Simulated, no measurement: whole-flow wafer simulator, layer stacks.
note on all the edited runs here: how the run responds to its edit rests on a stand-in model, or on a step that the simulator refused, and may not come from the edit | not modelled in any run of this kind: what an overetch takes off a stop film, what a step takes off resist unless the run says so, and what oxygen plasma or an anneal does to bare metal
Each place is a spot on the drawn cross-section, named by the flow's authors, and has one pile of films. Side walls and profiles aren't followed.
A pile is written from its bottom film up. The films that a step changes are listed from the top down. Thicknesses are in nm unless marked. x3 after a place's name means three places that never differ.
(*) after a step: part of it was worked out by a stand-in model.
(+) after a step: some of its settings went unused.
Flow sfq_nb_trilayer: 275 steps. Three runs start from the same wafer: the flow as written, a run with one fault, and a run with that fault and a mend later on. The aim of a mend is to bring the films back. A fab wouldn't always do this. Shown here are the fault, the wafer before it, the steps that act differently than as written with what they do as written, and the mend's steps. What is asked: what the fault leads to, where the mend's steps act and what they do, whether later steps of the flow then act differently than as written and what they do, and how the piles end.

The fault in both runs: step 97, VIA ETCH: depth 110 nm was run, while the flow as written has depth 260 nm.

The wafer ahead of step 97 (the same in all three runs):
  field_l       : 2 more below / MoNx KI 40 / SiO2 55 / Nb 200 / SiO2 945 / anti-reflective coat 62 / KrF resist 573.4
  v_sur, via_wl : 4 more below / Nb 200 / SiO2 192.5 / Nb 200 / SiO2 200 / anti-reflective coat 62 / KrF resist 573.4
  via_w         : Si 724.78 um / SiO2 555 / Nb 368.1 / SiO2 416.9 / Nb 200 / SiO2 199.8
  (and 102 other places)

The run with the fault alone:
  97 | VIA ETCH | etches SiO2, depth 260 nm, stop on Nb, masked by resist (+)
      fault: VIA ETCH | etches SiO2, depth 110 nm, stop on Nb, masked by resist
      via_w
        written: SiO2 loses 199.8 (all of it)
        fault: SiO2 loses 110
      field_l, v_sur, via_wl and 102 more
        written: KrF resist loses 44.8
        fault: KrF resist loses 19
  Later steps of the flow acting differently than as written (3 other steps are not shown; they differ only slightly, by no more than 2% or 0.5 nm, whichever is larger):
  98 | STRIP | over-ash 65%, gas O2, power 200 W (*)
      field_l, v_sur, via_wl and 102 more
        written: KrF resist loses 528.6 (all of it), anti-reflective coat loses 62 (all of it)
        fault: KrF resist loses 554.5 (all of it), anti-reflective coat loses 62 (all of it)
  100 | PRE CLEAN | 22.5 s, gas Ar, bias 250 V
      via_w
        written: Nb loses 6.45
        fault: SiO2 loses 7.5
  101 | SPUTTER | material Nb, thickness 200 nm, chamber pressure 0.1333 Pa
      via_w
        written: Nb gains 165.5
        fault: Nb gains 185.3 (new film)
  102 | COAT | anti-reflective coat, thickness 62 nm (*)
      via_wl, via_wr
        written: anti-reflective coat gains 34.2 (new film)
        fault: anti-reflective coat gains 38.8 (new film)
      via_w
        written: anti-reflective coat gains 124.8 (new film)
        fault: anti-reflective coat gains 104.4 (new film)
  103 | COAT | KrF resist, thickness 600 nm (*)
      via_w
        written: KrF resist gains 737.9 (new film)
        fault: KrF resist gains 664.6 (new film)
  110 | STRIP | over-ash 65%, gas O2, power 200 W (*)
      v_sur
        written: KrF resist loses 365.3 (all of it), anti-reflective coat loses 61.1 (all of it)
        fault: KrF resist loses 373.8 (all of it), anti-reflective coat loses 60.4 (all of it)
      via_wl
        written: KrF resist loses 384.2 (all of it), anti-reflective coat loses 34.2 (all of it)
        fault: KrF resist loses 391 (all of it), anti-reflective coat loses 38.8 (all of it)
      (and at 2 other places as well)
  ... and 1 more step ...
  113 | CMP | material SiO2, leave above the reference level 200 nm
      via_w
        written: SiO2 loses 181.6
        fault: SiO2 loses 175.1
  The piles end different from the flow's at via_w by more than 2% or 0.5 nm, whichever is larger.
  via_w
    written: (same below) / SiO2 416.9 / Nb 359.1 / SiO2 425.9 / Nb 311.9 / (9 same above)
    fault: (same below) / SiO2 416.9 / Nb 200 / SiO2 82.3 / Nb 185.3 / SiO2 317.4 / Nb 311.9 / (9 same above)

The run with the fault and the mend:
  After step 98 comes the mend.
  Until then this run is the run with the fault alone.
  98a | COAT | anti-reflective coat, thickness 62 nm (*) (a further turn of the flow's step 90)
      p4_fl x3, p4_w1 x9, p4_g1 x2 and 63 more
        anti-reflective coat gains 62 (new film)
      gap, jj_sur, ce_l and 16 more
        anti-reflective coat gains 61.9 (new film)
      wire, be, be_sur
        anti-reflective coat gains 61.8 (new film)
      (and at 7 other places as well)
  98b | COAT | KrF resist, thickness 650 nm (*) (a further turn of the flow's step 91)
      p4_fl x3, p4_w1 x9, p4_g1 x2 and 63 more
        KrF resist gains 650 (new film)
      r_end, moat, field_r and 7 more
        KrF resist gains 649.7 (new film)
      ce_l, c5j, ce_r, sp_r
        KrF resist gains 649.5 (new film)
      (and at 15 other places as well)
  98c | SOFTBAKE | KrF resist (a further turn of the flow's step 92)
      does not change any film at any place that is followed
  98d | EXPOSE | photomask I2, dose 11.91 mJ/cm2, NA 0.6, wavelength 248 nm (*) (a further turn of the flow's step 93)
      does not change any film at any place that is followed
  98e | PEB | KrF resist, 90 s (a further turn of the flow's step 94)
      be_sur, gap, jj_sur and 94 more
        KrF resist loses 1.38
      field_l, v_sur, via_sp, via_v, wire, be
        KrF resist loses 1.37
      via_wl, via_wr
        KrF resist loses 1.41
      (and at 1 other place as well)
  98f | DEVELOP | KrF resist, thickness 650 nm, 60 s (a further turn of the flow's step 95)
      field_l, v_sur, via_wl and 102 more
        KrF resist loses 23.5
      via_w
        KrF resist loses 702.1 (all of it)
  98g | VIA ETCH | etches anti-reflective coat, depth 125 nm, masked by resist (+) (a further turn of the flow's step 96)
      field_l, v_sur, via_wl and 102 more
        KrF resist loses 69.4
      via_w
        anti-reflective coat loses 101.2 (all of it), SiO2 loses 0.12
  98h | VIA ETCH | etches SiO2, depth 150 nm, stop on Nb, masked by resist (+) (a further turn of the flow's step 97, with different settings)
      field_l, v_sur, via_wl and 102 more
        KrF resist loses 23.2
      via_w
        SiO2 loses 89.7 (all of it)
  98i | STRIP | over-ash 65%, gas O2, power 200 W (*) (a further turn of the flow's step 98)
      p4_fl x3, p4_w1 x9, p4_g1 x2 and 63 more
        KrF resist loses 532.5 (all of it), anti-reflective coat loses 62 (all of it)
      lsp_l, ln_m5, lsp_m, ln_m6, lsp_r, l0_sur, l0v
        KrF resist loses 532.2 (all of it), anti-reflective coat loses 61.9 (all of it)
      r_sur, res, r_end, moat, field_r
        KrF resist loses 532.1 (all of it), anti-reflective coat loses 61.9 (all of it)
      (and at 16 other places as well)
  None of the later steps of the flow acts differently than as written at any place that is followed.
  By the end, the piles equal the flow's at every place that both follow.
